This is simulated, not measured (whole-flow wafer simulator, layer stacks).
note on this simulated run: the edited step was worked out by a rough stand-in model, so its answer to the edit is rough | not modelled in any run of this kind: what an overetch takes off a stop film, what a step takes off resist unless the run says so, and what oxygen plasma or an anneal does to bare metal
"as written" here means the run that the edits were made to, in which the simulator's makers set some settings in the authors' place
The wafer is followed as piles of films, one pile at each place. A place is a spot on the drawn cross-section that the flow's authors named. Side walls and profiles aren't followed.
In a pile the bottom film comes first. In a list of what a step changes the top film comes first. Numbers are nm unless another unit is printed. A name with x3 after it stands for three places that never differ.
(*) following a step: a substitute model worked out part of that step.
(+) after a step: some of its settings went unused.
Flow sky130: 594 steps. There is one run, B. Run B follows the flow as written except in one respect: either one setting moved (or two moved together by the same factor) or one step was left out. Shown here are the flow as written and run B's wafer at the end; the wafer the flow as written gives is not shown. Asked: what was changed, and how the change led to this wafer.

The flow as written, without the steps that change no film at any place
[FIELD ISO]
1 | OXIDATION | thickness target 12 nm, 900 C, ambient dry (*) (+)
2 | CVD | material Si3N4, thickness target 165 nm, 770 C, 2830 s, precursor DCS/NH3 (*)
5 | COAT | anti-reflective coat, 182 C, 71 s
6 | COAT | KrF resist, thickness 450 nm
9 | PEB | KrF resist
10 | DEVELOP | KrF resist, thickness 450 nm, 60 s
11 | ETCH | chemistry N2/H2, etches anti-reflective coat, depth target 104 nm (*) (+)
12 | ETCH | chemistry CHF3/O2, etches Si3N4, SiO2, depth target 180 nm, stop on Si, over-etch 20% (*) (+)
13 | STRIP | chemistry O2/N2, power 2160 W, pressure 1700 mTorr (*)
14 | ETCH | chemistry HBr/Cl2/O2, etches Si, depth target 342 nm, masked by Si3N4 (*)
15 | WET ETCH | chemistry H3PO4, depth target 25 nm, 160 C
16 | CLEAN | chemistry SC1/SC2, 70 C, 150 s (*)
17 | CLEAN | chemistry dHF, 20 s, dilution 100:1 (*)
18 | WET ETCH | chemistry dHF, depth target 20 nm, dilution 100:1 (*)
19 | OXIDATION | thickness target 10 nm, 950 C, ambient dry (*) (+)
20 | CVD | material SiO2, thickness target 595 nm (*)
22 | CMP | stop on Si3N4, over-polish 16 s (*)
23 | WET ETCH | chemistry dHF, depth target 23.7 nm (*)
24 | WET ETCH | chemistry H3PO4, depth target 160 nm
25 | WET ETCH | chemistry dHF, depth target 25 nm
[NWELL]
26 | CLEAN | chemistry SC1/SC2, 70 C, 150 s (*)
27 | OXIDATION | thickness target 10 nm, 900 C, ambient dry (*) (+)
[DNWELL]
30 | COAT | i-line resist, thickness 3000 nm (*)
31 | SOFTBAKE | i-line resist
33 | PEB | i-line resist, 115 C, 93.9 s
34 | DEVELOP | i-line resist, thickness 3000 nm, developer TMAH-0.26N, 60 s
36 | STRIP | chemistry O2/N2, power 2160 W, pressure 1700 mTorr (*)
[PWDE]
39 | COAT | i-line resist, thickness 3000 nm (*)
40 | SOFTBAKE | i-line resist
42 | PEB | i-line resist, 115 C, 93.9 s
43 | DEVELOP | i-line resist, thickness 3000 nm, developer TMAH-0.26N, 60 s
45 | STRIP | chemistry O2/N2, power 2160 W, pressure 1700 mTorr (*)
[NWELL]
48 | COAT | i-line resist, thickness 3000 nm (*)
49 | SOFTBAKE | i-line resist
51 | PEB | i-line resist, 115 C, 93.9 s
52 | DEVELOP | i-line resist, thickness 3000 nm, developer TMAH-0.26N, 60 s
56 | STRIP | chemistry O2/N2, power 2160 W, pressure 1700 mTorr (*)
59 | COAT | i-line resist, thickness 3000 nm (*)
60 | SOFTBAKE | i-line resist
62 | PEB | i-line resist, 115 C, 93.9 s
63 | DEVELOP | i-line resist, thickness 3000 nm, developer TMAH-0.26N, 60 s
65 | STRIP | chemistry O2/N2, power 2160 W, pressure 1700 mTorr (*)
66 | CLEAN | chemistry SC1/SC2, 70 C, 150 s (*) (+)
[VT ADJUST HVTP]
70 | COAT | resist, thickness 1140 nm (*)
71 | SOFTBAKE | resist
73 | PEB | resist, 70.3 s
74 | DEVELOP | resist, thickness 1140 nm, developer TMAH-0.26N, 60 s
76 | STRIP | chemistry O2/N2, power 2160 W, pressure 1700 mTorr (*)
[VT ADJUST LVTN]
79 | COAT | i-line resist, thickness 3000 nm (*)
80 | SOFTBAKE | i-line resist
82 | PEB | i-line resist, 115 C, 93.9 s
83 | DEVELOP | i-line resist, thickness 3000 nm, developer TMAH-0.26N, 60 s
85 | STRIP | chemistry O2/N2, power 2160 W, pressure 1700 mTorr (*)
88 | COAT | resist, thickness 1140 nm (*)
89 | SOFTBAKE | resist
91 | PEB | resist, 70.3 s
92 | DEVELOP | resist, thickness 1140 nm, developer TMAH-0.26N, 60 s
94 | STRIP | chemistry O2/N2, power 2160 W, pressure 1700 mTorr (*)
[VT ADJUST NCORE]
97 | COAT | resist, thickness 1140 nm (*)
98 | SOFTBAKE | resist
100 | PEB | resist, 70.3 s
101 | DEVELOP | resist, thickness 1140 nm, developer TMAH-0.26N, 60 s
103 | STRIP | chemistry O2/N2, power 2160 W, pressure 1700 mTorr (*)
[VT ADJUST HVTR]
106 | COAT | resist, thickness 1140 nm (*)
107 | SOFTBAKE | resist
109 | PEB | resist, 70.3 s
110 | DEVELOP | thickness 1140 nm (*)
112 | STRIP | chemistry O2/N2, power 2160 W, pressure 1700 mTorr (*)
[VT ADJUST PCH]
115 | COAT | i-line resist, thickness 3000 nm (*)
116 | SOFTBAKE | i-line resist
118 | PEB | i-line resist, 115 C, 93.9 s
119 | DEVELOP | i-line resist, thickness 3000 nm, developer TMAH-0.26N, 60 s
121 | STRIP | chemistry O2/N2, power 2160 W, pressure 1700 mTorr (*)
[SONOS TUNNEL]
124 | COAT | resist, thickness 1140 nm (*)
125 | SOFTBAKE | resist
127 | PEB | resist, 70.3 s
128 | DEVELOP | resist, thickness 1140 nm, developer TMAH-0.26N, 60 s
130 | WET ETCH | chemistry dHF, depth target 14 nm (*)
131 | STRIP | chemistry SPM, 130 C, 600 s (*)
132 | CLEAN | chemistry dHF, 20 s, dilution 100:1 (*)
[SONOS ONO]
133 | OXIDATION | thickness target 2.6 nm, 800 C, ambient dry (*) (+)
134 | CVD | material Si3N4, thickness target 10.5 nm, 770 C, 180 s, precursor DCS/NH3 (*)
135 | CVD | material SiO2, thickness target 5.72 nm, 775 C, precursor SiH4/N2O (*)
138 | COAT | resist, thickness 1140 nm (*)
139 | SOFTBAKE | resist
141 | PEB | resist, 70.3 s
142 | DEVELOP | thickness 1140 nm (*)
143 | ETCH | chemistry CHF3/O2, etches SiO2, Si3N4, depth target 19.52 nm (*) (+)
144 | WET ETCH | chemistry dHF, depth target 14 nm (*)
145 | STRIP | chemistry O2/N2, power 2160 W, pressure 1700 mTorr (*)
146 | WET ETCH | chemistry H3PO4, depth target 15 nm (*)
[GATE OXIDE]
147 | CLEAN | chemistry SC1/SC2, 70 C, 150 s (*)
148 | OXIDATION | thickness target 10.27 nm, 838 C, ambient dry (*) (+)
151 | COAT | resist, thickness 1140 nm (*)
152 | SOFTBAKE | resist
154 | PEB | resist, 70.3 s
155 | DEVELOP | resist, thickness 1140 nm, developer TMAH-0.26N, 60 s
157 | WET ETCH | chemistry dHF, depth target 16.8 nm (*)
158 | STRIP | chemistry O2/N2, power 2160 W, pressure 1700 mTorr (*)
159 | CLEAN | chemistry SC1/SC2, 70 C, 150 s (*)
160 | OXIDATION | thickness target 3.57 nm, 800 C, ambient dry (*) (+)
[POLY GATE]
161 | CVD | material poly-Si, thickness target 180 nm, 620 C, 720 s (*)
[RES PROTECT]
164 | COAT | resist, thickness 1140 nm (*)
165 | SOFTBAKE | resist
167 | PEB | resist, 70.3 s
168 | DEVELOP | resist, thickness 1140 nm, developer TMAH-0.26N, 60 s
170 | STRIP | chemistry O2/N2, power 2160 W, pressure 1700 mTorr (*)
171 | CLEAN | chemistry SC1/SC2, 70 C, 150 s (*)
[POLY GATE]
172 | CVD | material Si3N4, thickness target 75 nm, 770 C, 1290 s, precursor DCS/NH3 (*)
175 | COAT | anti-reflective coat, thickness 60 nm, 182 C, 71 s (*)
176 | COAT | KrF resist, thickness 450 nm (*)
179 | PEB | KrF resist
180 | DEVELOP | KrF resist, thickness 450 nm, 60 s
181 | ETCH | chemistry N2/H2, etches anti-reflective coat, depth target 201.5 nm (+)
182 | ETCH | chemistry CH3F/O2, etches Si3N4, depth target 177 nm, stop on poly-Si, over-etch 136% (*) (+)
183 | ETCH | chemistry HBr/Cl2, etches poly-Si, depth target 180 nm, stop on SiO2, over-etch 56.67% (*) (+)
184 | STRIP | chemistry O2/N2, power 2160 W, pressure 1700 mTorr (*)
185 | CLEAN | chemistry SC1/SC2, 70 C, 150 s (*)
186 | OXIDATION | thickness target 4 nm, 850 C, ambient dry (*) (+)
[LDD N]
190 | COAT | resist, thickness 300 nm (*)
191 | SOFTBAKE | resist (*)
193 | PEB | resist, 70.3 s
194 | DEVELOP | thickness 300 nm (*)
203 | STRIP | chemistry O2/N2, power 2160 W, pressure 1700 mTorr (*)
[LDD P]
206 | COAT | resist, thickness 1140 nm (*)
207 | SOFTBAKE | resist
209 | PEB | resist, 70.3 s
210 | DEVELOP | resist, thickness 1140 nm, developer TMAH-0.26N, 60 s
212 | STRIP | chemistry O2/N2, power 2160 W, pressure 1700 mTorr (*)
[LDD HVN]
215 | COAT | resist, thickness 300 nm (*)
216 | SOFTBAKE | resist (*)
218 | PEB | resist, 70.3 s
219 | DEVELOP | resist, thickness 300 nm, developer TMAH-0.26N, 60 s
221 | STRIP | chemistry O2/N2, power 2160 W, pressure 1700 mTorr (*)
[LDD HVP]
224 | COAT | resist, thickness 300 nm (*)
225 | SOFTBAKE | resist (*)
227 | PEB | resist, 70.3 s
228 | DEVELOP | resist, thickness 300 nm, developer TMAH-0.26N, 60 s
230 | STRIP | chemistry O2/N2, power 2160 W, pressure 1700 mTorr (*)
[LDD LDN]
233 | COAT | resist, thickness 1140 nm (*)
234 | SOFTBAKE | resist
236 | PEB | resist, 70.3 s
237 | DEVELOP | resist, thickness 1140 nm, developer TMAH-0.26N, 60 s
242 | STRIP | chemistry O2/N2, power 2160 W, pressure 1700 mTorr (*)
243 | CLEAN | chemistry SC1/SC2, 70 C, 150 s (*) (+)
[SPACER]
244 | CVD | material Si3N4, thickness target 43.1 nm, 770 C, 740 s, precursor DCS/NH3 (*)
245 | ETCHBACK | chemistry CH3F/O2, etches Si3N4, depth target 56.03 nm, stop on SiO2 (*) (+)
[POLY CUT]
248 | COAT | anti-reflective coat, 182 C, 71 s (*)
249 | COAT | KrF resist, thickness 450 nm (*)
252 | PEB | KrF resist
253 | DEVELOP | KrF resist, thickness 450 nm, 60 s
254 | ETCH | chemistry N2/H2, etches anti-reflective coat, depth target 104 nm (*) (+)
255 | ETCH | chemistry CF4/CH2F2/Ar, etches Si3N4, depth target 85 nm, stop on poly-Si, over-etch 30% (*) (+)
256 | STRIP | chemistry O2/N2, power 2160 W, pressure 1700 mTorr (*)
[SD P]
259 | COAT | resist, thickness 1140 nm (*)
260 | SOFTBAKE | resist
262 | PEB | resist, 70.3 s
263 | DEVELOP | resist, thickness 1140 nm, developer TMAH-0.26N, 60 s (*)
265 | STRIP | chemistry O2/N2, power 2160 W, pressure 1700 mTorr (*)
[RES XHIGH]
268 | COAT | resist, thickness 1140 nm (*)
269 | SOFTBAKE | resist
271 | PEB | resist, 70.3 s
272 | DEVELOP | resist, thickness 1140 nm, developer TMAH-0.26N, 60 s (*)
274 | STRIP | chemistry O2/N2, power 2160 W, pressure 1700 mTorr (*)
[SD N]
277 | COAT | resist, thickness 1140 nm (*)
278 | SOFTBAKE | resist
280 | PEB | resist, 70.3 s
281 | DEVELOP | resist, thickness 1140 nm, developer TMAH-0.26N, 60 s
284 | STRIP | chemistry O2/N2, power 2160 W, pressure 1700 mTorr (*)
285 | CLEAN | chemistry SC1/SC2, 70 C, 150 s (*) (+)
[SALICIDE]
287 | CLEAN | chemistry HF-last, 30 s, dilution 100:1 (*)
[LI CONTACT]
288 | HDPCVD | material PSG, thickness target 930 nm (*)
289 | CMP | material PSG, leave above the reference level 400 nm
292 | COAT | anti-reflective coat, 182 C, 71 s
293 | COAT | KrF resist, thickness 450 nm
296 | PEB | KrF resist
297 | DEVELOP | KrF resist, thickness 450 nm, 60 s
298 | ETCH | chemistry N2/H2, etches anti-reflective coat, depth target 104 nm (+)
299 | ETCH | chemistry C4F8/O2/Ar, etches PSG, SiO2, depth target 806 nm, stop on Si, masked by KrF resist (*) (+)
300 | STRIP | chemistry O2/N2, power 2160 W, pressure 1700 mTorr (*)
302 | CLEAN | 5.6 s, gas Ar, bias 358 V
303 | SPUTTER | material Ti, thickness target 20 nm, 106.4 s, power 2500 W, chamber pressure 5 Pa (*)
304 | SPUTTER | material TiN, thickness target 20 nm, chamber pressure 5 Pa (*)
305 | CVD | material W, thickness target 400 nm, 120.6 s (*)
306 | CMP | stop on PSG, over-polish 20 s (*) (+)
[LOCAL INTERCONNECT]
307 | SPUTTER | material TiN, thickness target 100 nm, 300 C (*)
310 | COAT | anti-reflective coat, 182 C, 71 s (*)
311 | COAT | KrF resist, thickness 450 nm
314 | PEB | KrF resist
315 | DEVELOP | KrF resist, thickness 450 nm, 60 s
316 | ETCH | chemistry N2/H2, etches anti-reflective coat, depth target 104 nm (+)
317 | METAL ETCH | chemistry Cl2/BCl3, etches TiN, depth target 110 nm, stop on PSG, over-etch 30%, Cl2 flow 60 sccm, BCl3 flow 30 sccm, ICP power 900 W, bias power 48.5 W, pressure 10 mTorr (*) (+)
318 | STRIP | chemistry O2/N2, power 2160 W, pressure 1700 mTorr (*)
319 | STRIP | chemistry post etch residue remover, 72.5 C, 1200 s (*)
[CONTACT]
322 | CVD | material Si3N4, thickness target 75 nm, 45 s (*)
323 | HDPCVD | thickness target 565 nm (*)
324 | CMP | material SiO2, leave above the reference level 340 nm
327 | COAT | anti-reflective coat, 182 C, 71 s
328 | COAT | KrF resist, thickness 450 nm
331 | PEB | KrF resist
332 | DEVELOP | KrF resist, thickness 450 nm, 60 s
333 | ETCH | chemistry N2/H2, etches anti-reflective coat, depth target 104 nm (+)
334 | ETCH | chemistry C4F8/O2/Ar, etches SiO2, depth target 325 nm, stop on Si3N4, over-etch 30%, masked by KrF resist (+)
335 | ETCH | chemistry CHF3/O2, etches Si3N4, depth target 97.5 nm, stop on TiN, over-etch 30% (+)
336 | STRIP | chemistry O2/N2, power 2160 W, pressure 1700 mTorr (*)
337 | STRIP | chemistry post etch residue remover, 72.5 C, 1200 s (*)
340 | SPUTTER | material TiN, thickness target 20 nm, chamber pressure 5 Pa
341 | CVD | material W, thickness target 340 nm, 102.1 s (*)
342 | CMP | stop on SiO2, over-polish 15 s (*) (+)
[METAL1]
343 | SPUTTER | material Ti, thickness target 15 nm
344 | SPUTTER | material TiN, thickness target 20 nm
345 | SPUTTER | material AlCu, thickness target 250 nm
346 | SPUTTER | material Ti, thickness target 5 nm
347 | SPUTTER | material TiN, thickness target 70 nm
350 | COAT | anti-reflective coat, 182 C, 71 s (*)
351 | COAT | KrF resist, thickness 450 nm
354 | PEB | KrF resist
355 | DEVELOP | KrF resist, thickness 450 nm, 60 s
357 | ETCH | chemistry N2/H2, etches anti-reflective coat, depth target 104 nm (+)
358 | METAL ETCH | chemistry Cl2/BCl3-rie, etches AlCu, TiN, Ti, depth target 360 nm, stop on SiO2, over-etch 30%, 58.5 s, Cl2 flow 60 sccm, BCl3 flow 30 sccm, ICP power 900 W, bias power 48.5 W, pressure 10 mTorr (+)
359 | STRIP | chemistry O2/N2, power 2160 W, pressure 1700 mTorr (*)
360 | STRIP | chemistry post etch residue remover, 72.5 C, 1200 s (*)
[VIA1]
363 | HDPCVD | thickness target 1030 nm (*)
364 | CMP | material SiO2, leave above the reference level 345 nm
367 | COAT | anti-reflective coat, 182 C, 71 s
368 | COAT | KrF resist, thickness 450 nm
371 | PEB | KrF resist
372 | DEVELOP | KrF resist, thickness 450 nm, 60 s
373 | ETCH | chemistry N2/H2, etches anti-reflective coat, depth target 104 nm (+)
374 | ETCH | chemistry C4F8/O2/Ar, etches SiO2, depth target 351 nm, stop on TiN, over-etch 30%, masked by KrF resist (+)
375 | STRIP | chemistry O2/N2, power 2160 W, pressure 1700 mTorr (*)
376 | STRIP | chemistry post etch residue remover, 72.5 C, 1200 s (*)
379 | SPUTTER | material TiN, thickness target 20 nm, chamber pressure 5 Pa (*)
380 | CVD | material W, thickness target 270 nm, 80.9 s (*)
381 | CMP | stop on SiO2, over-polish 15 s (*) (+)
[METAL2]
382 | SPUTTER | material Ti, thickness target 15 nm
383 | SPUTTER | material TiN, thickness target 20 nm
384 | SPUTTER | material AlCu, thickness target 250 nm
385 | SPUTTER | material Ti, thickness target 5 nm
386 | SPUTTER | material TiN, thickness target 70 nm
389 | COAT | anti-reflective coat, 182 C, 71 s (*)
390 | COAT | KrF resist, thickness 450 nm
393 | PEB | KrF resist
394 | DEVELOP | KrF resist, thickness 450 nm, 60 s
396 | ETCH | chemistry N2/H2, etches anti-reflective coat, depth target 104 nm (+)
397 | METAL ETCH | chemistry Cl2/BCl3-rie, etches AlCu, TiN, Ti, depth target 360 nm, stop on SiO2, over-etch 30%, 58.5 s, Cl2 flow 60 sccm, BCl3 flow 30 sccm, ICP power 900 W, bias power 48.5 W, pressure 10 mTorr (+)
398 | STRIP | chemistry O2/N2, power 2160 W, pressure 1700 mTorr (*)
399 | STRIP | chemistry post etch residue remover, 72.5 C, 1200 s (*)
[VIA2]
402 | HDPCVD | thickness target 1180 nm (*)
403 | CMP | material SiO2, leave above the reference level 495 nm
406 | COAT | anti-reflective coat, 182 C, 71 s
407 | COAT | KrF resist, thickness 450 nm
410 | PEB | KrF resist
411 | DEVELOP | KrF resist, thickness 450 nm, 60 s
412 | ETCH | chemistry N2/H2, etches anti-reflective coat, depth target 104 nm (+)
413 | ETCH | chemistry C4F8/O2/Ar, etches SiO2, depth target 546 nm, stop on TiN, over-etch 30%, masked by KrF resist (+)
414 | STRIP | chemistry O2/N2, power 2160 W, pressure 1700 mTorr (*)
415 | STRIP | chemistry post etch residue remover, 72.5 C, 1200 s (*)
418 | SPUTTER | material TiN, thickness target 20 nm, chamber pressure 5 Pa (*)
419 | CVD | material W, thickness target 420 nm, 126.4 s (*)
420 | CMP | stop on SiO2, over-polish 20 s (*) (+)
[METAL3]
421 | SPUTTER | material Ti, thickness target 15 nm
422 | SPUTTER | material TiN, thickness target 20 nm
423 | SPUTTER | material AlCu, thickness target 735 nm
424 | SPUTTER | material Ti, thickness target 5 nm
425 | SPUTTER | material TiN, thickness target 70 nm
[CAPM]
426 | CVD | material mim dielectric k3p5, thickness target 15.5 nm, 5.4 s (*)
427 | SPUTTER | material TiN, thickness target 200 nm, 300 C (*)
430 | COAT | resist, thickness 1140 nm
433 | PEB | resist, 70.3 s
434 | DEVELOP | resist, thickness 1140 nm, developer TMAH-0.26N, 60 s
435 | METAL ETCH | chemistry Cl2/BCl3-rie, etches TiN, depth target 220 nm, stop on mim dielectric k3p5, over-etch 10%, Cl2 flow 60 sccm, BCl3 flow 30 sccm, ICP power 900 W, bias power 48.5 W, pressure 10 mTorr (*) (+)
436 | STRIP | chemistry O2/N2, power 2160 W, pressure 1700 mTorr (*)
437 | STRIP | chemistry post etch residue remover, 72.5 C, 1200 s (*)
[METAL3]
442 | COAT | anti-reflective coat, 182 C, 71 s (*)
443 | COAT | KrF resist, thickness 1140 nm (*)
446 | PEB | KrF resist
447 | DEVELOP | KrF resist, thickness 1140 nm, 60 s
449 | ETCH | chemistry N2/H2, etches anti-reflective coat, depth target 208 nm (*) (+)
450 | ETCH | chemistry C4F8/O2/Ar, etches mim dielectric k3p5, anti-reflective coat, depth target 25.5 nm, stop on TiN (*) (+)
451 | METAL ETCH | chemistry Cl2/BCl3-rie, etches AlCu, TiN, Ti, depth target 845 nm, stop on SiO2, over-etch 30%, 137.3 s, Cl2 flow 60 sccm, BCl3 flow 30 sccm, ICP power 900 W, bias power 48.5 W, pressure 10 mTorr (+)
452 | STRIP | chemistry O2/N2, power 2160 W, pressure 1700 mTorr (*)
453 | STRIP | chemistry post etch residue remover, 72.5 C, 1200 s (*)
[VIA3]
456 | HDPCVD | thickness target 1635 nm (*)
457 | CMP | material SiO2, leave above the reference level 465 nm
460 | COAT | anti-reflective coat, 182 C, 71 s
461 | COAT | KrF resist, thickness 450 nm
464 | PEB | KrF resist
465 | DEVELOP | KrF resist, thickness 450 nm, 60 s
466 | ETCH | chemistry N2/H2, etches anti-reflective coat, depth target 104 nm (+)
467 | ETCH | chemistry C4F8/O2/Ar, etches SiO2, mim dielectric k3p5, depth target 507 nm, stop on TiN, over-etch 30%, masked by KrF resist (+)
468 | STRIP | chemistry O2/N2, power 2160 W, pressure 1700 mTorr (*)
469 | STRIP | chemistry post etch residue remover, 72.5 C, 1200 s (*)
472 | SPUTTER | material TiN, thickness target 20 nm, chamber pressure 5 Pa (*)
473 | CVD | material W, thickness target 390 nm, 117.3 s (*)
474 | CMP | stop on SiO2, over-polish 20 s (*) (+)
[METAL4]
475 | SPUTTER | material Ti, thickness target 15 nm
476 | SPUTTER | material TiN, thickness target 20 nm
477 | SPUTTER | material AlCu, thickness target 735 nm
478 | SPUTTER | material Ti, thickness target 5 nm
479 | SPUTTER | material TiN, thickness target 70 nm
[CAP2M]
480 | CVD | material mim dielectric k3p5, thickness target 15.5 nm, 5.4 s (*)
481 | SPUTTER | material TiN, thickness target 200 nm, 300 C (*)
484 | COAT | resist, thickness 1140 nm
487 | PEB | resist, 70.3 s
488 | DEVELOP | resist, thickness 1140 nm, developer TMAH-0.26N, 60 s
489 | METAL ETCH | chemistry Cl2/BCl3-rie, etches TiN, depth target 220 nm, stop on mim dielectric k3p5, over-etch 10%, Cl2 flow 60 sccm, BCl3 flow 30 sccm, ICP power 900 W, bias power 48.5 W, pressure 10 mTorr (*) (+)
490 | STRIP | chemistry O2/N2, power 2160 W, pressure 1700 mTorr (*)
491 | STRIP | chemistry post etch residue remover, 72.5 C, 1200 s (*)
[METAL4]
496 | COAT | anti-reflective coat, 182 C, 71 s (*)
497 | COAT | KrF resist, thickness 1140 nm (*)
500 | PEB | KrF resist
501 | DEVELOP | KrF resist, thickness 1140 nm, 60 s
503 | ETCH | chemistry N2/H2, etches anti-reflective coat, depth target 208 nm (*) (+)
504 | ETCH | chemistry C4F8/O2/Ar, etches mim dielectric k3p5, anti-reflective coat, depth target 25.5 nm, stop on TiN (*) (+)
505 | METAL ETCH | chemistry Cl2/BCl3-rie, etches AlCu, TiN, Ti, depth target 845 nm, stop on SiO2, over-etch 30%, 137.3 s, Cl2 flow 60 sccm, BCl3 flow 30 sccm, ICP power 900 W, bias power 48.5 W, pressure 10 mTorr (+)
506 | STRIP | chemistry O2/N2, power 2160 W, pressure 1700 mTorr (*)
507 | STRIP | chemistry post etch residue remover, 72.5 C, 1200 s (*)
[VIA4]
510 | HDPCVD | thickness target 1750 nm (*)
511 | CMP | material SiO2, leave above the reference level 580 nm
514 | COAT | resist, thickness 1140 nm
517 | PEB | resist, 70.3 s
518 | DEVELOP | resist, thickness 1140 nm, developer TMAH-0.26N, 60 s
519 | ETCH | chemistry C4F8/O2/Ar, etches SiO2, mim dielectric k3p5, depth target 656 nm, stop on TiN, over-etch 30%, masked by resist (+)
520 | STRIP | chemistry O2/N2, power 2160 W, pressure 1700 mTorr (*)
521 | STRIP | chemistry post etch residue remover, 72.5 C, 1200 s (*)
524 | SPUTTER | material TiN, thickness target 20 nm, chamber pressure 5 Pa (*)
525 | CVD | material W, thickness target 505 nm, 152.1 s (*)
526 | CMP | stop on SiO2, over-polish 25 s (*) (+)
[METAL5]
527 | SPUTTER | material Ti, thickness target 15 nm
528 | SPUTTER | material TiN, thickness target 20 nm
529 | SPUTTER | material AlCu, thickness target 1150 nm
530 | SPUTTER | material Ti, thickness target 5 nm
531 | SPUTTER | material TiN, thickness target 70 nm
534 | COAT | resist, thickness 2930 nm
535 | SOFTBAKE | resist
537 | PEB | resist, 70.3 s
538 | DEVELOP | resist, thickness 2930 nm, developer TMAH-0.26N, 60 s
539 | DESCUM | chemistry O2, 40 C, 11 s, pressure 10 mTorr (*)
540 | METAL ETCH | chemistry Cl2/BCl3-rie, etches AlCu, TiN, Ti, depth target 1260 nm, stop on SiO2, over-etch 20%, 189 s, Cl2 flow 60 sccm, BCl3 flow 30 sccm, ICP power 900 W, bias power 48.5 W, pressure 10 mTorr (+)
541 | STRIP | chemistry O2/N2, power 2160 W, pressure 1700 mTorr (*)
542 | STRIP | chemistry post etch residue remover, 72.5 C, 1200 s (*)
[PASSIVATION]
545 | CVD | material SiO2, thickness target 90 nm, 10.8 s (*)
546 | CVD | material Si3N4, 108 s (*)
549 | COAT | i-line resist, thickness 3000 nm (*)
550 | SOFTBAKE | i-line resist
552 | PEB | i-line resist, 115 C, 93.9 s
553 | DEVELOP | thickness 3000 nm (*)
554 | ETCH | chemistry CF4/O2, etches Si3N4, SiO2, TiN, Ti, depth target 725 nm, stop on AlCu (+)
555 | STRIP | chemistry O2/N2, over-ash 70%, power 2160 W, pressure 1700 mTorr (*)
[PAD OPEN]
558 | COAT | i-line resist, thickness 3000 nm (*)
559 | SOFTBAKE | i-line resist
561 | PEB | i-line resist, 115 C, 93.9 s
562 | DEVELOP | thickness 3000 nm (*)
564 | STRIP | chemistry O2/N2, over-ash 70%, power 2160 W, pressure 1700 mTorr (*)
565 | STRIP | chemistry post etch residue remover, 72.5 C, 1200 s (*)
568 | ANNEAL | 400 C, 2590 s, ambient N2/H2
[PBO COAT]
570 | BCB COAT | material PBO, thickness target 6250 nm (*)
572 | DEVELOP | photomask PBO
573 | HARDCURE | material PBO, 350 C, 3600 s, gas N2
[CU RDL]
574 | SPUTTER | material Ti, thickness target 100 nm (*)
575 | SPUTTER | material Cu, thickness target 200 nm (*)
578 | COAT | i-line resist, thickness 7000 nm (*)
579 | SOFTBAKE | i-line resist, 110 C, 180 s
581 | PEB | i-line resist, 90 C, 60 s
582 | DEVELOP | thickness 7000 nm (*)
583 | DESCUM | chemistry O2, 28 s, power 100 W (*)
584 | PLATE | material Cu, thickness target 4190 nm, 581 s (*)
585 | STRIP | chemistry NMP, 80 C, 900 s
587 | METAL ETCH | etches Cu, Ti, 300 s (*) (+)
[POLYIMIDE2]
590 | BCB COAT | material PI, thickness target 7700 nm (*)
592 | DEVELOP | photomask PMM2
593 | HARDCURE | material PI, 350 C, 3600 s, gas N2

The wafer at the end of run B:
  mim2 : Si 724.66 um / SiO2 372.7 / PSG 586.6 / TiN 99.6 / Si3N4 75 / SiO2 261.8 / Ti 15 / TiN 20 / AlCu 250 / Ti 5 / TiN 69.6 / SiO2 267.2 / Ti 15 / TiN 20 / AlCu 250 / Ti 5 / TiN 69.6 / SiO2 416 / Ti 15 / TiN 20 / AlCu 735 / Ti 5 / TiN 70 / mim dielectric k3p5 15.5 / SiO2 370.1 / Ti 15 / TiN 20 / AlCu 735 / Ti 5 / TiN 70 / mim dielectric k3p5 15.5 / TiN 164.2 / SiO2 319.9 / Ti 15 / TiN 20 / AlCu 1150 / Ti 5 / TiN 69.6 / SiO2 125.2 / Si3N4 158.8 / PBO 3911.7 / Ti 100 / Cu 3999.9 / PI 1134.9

Cause: step 481, SPUTTER: thickness target 165 nm was run, though the flow has thickness target 200 nm.

Step by step, how the change led to this:
  481 | SPUTTER | material TiN, thickness target 200 nm, 300 C (*)
      field, active, n_well and 189 more: TiN gains 165 (new film) (in the flow as written it would be: TiN gains 200 (new film))
  489 | METAL ETCH | chemistry Cl2/BCl3-rie, etches TiN, depth target 220 nm, stop on mim dielectric k3p5, over-etch 10%, Cl2 flow 60 sccm, BCl3 flow 30 sccm, ICP power 900 W, bias power 48.5 W, pressure 10 mTorr (*) (+)
      field, active, n_well and 188 more: TiN loses 165 (all of it) (in the flow as written it would be: TiN loses 200 (all of it))
      mim2: resist loses 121 (in the flow as written it would be: resist loses 146.7)
  490 | STRIP | chemistry O2/N2, power 2160 W, pressure 1700 mTorr (*)
      mim2: resist loses 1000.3 (all of it) (in the flow as written it would be: resist loses 974.6 (all of it))
  496 | COAT | anti-reflective coat, 182 C, 71 s (*)
      iso_guard__w2: anti-reflective coat gains 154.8 (new film) (in the flow as written it would be: anti-reflective coat gains 177.8 (new film))
      mim2: anti-reflective coat gains 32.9 (new film) (in the flow as written it would be: anti-reflective coat gains 40.3 (new film))
  497 | COAT | KrF resist, thickness 1140 nm (*)
      mim2: KrF resist gains 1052 (new film) (in the flow as written it would be: KrF resist gains 1018.9 (new film))
  506 | STRIP | chemistry O2/N2, power 2160 W, pressure 1700 mTorr (*)
      iso_guard__w2: KrF resist loses 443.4 (all of it), anti-reflective coat loses 154.8 (all of it) (in the flow as written it would be: KrF resist loses 427.9 (all of it), anti-reflective coat loses 177.8 (all of it))
      mim2: KrF resist loses 405.1 (all of it), anti-reflective coat loses 32.9 (all of it) (in the flow as written it would be: KrF resist loses 372.1 (all of it), anti-reflective coat loses 40.3 (all of it))
  511 | CMP | material SiO2, leave above the reference level 580 nm
      mim2: SiO2 loses 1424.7 (in the flow as written it would be: SiO2 loses 1459.7)
